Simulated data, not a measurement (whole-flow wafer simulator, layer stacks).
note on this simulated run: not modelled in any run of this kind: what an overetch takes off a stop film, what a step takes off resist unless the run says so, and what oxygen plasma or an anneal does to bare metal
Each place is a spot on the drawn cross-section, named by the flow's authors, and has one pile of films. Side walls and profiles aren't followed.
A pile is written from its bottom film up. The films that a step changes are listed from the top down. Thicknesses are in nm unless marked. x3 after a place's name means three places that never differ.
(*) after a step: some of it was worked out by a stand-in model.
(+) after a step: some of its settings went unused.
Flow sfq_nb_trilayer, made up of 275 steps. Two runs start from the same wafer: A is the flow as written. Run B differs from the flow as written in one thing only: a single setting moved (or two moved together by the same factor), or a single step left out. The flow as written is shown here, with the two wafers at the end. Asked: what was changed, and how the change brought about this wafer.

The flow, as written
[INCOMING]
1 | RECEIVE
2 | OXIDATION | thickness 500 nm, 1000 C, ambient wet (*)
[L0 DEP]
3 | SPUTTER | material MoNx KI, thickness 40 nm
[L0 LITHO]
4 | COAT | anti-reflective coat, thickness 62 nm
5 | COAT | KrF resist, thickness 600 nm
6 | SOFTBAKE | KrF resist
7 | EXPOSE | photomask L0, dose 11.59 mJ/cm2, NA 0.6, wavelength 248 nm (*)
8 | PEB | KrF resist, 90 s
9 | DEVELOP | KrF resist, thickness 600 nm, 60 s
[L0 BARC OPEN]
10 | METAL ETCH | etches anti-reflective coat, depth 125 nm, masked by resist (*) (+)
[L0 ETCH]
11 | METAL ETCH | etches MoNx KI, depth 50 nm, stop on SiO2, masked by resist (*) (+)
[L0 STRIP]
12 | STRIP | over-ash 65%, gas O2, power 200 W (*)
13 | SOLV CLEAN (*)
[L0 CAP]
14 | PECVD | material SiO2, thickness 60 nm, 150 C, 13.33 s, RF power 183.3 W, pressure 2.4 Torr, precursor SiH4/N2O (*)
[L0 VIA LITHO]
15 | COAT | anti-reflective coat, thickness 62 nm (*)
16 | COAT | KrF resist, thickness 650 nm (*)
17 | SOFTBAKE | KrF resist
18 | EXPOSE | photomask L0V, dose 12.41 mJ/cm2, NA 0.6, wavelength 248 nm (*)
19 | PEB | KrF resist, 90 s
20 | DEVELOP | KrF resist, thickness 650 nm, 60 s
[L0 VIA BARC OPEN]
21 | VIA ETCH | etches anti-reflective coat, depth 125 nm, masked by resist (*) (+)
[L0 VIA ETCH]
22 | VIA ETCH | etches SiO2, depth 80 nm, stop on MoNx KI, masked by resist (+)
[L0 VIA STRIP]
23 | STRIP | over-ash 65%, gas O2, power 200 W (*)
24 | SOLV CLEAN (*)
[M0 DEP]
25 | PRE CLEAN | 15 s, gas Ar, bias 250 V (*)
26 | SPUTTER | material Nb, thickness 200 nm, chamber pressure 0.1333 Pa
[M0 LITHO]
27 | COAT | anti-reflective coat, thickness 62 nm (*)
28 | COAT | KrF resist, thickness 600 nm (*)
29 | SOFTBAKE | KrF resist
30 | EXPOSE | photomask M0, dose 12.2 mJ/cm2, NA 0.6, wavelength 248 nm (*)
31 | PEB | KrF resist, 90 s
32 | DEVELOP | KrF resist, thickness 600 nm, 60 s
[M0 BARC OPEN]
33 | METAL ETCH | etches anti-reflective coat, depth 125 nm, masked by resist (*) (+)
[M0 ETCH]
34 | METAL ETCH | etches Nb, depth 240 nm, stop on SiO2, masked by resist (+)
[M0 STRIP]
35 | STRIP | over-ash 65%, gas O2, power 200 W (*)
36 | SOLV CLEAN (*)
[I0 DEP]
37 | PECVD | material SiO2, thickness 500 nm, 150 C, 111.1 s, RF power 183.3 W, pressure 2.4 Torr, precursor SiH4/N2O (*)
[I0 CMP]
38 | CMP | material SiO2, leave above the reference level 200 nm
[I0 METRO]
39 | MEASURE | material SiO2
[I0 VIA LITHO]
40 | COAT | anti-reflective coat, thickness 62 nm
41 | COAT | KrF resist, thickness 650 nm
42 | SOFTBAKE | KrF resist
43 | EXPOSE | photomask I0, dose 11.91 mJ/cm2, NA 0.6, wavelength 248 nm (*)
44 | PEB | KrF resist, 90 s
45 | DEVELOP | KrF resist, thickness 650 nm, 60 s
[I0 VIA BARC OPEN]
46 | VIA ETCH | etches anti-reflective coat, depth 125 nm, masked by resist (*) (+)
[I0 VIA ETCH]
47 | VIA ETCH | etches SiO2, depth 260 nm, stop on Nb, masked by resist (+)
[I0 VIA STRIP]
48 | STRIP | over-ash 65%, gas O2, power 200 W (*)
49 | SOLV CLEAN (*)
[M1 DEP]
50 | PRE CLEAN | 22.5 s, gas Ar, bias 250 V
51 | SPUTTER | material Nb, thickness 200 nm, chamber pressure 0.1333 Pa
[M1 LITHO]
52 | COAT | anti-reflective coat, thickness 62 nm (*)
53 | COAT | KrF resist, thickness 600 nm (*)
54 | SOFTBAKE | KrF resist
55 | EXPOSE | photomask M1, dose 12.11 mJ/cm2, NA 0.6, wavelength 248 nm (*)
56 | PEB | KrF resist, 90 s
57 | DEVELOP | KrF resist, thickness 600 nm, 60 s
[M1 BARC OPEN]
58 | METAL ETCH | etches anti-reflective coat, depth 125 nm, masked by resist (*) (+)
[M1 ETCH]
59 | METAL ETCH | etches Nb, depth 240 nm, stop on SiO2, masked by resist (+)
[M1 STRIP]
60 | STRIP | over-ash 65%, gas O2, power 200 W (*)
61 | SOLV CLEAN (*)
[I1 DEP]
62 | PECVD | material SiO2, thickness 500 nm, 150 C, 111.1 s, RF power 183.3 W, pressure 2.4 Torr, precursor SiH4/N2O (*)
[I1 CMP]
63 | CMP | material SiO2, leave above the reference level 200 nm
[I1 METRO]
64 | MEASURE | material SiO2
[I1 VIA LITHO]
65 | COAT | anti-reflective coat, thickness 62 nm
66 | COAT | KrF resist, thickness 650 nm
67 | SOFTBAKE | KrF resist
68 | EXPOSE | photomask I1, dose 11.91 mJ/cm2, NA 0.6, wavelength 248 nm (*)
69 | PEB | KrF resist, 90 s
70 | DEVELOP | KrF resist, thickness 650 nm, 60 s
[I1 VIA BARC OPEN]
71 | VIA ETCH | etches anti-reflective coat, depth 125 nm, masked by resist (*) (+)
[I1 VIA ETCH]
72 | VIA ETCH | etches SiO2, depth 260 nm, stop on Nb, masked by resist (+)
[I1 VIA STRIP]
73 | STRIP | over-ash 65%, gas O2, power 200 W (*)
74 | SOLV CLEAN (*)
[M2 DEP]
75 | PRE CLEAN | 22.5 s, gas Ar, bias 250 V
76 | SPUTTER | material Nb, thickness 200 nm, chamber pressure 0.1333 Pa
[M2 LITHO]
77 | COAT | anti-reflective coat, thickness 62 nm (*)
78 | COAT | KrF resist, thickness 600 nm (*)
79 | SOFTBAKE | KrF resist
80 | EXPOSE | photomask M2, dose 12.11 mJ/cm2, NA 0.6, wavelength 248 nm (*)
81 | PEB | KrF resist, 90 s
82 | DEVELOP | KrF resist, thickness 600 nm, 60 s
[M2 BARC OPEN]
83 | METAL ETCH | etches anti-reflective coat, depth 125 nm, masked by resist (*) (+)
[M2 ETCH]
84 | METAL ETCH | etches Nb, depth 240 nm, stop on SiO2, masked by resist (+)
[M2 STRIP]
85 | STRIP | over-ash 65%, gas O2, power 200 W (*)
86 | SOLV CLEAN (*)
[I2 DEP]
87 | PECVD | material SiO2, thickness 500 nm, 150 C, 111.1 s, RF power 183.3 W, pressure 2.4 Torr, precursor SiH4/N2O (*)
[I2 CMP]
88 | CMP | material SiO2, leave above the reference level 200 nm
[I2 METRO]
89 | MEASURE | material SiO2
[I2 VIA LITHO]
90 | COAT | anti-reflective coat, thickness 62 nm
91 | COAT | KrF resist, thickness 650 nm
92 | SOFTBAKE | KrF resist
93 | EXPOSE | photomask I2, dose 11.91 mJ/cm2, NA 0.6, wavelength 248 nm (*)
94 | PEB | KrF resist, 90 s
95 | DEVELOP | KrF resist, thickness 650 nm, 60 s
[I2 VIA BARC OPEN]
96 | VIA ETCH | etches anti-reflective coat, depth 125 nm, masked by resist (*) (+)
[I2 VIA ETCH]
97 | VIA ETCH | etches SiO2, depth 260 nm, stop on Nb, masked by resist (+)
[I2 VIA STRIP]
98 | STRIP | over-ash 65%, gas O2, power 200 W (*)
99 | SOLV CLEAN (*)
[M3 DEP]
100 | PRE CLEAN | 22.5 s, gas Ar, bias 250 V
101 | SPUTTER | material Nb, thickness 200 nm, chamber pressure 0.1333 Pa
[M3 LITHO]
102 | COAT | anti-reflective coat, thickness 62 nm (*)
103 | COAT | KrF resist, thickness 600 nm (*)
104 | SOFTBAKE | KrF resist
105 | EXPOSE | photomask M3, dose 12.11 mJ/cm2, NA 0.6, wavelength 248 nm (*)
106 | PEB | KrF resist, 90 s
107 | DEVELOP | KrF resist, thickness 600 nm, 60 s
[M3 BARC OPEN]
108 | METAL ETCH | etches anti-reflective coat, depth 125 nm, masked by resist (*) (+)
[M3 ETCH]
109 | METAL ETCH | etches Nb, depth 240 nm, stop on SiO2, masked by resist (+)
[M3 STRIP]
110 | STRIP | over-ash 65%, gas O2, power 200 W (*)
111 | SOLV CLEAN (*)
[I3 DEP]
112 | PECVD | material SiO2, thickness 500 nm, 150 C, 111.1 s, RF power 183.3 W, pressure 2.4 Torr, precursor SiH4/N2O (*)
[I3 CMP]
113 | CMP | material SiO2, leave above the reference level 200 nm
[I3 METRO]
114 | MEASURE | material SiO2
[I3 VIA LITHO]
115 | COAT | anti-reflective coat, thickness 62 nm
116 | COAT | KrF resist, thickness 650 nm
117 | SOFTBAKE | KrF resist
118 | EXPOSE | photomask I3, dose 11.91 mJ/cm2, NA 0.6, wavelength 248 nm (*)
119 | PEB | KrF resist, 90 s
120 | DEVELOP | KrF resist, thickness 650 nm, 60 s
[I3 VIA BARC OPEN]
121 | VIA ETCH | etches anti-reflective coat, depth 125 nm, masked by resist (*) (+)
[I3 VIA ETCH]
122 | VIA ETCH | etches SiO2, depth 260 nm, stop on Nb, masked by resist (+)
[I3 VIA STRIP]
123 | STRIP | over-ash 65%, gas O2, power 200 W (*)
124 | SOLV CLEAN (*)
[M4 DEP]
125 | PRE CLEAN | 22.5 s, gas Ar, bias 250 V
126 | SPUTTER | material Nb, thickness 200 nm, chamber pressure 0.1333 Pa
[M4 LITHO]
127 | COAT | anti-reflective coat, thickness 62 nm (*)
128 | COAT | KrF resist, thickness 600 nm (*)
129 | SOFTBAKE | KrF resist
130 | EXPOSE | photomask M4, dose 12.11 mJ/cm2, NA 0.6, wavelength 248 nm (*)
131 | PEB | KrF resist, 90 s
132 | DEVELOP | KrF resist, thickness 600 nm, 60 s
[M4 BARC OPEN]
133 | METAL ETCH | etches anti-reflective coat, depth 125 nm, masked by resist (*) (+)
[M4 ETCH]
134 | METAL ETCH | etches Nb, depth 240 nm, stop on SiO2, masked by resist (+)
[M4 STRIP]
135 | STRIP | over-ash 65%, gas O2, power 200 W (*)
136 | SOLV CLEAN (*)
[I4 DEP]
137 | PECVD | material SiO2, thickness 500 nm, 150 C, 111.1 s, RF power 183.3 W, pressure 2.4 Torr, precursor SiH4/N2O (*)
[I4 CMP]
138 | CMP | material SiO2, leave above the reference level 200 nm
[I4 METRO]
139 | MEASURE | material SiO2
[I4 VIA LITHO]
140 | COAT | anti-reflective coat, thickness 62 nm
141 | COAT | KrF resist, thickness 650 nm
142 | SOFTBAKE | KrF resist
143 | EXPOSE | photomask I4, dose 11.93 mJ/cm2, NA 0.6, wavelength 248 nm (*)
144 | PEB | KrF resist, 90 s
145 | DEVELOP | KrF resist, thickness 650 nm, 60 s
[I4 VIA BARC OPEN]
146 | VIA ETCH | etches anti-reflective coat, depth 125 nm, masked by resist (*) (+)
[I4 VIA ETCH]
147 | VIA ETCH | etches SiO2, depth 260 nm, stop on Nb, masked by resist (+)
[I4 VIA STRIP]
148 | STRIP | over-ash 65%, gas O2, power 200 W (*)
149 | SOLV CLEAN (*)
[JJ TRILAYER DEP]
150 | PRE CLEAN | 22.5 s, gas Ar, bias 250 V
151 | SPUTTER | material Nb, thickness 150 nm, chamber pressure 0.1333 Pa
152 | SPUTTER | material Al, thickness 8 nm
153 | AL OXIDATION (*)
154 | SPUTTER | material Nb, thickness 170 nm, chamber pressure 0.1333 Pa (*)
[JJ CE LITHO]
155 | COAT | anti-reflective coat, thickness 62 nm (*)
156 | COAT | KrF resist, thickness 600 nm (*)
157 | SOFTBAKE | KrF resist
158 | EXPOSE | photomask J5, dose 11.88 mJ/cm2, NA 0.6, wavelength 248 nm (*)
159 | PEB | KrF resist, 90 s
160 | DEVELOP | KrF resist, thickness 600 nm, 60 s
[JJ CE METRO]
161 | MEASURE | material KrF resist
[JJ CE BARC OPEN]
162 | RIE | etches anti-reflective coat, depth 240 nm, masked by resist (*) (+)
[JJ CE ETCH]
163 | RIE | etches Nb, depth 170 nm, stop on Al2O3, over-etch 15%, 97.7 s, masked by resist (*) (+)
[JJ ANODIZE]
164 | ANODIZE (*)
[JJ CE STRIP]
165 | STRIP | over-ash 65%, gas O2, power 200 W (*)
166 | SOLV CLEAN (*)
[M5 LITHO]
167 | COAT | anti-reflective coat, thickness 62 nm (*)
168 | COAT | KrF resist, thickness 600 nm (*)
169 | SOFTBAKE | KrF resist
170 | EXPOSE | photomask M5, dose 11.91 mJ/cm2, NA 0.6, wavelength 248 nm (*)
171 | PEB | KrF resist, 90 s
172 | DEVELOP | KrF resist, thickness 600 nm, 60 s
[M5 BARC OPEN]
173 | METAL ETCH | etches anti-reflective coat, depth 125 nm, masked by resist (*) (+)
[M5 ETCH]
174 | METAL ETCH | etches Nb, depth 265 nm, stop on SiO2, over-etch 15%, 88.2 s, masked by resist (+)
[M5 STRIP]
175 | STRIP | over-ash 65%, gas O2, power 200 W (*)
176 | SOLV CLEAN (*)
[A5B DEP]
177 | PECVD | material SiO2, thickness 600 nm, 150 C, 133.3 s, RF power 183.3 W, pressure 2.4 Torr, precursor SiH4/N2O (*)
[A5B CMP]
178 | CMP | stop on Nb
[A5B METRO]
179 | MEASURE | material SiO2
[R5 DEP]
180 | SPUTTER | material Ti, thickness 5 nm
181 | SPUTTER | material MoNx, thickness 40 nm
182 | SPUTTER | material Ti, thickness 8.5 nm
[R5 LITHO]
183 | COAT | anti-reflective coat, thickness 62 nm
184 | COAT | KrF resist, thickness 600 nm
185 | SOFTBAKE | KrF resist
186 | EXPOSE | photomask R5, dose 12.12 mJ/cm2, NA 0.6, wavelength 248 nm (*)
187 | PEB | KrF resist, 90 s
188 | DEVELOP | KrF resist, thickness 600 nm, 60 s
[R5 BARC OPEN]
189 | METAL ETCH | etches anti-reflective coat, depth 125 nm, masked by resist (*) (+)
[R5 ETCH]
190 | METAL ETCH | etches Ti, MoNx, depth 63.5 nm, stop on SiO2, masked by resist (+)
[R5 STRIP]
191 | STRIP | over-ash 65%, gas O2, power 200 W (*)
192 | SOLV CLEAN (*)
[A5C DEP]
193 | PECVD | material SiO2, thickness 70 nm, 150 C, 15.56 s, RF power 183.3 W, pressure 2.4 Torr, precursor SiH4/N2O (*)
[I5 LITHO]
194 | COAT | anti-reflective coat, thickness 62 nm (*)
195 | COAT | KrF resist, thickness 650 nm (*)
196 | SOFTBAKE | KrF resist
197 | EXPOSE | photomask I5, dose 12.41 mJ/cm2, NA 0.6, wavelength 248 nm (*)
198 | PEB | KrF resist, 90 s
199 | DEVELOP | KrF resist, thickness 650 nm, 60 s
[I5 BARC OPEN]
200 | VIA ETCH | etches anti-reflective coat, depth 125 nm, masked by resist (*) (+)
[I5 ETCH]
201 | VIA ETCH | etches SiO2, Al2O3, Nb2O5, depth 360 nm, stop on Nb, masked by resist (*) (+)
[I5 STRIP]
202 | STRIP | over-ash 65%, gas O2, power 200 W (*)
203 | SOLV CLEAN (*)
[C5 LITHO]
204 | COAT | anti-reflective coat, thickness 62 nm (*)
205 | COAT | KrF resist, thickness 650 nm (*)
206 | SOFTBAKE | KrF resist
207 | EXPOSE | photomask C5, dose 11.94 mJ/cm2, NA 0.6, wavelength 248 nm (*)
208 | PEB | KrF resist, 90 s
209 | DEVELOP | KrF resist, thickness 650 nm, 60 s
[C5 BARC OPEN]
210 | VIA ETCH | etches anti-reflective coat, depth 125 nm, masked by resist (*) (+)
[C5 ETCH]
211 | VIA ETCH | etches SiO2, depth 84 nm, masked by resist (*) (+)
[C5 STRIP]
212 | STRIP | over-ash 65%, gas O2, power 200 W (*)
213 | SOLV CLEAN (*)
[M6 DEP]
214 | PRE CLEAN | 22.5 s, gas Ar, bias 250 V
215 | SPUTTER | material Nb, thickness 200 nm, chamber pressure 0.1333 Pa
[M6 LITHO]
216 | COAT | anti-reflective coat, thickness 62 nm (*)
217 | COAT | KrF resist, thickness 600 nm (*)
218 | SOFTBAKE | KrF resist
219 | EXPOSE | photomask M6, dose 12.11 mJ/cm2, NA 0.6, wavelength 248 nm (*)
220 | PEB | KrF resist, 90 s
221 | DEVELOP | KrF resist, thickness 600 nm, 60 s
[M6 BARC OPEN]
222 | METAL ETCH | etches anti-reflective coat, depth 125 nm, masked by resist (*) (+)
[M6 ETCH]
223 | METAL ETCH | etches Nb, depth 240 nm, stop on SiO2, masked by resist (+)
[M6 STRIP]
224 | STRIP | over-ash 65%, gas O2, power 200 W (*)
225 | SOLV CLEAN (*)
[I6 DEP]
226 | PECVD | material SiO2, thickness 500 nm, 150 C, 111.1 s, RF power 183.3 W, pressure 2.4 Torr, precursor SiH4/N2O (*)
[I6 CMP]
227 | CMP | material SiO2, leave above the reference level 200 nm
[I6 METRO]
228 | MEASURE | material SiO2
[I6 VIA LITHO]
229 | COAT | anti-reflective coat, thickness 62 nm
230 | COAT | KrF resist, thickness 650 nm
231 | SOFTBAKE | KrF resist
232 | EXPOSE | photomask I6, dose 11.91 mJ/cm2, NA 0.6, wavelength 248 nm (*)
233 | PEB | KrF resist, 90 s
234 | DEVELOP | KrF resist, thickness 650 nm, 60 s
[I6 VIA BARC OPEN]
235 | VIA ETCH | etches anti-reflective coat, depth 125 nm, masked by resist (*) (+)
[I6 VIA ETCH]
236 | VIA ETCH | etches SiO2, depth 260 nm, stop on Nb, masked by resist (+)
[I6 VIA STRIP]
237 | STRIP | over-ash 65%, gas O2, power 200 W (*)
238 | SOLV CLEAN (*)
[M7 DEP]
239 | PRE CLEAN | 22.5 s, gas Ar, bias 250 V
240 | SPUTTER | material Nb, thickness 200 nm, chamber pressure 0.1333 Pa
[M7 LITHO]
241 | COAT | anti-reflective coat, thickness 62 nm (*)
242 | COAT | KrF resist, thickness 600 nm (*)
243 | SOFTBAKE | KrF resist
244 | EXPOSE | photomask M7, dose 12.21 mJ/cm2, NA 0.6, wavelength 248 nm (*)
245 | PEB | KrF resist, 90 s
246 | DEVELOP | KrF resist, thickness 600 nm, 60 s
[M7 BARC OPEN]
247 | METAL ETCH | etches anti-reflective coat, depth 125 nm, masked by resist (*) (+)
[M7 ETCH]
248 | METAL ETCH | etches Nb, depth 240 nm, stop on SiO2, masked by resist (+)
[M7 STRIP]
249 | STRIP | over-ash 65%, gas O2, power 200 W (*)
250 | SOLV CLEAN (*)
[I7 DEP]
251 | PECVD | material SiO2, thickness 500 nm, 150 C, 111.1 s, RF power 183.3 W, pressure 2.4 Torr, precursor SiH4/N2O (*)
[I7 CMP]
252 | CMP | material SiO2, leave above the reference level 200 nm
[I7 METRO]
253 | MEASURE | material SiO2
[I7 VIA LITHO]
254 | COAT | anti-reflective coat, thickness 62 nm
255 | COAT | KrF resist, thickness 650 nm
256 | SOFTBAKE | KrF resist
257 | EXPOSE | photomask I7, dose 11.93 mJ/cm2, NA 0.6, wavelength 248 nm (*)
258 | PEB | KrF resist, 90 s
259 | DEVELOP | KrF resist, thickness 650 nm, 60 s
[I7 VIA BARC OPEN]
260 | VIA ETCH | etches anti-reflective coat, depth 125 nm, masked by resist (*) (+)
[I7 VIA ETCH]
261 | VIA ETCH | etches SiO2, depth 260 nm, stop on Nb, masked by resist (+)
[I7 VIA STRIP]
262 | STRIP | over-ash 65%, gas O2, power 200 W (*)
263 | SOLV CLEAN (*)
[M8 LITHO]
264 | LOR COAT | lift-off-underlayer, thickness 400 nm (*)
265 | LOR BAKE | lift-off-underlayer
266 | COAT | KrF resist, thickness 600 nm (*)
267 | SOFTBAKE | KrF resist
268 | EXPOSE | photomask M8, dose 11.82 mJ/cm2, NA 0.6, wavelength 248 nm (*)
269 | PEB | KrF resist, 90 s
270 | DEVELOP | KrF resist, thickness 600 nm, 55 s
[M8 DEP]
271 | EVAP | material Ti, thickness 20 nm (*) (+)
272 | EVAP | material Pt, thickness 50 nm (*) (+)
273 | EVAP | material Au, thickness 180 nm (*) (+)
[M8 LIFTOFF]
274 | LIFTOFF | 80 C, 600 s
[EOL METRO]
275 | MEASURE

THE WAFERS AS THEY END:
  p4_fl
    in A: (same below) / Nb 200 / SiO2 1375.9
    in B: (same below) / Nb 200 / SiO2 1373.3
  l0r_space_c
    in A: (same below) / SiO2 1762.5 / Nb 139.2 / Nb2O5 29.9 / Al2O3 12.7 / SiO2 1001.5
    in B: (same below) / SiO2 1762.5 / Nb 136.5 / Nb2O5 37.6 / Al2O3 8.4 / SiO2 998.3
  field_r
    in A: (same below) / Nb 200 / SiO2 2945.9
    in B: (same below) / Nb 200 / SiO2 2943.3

What caused this: step 152, SPUTTER: thickness 5.4 nm was run, while the flow as written has thickness 8 nm.

How this came from the change, step by step:
  152 | SPUTTER | material Al, thickness 8 nm
      field_l, v_sur, via_sp and 100 more: A +8 Al (new film) | B +5.4 Al (new film)
      via_wl, via_wr: A +5.14 Al (new film) | B +3.47 Al (new film)
      (also at 1 further place)
  164 | ANODIZE (*)
      field_l, v_sur, via_sp and 96 more: A +12.2 Al2O3, +29.9 Nb2O5 (new film), -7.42 Al (all of it), -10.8 Nb | B +7.95 Al2O3, +37.6 Nb2O5 (new film), -4.82 Al (all of it), -13.5 Nb
      via_wl, via_wr: A +7.52 Al2O3 (new film), +39.2 Nb2O5 (new film), -4.56 Al (all of it), -14.1 Nb | B +4.77 Al2O3 (new film), +44.1 Nb2O5 (new film), -2.89 Al (all of it), -15.9 Nb
      (also at 1 further place)
  167 | COAT | anti-reflective coat, thickness 62 nm (*)
      ce_r: A +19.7 anti-reflective coat (new film) | B +18.3 anti-reflective coat (new film)
  174 | METAL ETCH | etches Nb, depth 265 nm, stop on SiO2, over-etch 15%, 88.2 s, masked by resist (+)
      field_l, r_sur, res and 49 more: A -12.6 Al2O3 (all of it), -29.9 Nb2O5 (all of it), -139.2 Nb (all of it), -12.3 SiO2 | B -8.34 Al2O3 (all of it), -37.6 Nb2O5 (all of it), -136.5 Nb (all of it), -12.2 SiO2
      wl_a_sl: A -12.6 Al2O3 (all of it), -29.9 Nb2O5 (all of it), -139.2 Nb (all of it), -12.3 SiO2 | B -8.33 Al2O3 (all of it), -37.6 Nb2O5 (all of it), -136.5 Nb (all of it), -12.2 SiO2
  175 | STRIP | over-ash 65%, gas O2, power 200 W (*)
      ce_r: A -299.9 KrF resist (all of it), -19.7 anti-reflective coat (all of it) | B -303.4 KrF resist (all of it), -18.3 anti-reflective coat (all of it)
  201 | VIA ETCH | etches SiO2, Al2O3, Nb2O5, depth 360 nm, stop on Nb, masked by resist (*) (+)
      be: A -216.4 SiO2 (all of it), -12.7 Al2O3 (all of it), -29.9 Nb2O5 (all of it) | B -213.1 SiO2 (all of it), -8.4 Al2O3 (all of it), -37.6 Nb2O5 (all of it)
